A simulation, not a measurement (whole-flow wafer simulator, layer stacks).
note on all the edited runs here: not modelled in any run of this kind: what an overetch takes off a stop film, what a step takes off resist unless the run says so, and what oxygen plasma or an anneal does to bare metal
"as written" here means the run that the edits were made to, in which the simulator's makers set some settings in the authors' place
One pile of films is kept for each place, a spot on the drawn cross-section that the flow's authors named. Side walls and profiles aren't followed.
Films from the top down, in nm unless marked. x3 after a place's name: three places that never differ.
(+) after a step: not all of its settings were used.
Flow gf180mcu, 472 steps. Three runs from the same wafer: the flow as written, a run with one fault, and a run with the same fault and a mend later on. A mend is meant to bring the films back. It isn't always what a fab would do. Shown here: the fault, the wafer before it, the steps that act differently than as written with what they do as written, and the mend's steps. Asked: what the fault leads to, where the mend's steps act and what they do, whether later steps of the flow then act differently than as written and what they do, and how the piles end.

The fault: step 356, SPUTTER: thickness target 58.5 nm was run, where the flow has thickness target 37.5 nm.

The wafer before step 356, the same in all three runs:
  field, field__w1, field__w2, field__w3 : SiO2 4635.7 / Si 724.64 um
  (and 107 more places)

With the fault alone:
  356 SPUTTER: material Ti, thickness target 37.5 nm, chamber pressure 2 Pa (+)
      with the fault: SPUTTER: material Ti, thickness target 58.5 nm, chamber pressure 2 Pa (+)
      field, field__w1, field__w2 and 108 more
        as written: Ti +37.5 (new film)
        with the fault: Ti +58.5 (new film)
  Later steps of the flow that act differently than as written:
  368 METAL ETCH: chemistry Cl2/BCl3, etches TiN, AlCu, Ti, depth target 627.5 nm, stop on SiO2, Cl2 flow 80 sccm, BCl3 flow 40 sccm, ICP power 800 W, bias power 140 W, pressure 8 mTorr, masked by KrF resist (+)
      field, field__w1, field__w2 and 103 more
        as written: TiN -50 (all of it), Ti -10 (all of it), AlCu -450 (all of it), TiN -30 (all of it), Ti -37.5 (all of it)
        with the fault: TiN -50 (all of it), Ti -10 (all of it), AlCu -450 (all of it), TiN -30 (all of it), Ti -58.5 (all of it)
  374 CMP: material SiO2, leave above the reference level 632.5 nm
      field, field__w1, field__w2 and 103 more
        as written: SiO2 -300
        with the fault: SiO2 -279
  At the end the piles differ from the flow's by more than 2% or 0.5 nm, whichever is larger, at field__w8, contact, m1, m1__w1, m1_nw.
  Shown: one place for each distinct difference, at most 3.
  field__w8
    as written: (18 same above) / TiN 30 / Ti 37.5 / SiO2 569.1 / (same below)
    with the fault: (18 same above) / TiN 30 / Ti 58.5 / SiO2 569.1 / (same below)
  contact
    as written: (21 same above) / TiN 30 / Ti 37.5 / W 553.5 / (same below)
    with the fault: (21 same above) / TiN 30 / Ti 58.5 / W 553.5 / (same below)

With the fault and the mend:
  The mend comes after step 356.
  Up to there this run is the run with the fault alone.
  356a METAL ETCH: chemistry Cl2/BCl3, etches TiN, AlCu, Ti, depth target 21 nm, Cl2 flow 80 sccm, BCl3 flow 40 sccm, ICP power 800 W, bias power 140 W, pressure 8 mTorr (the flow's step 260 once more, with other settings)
      field, field__w1, field__w2 and 108 more
        Ti -21
  No later step of the flow acts differently than as written at any place that is followed.
  At the end the piles are the same as the flow's at every place that both follow.
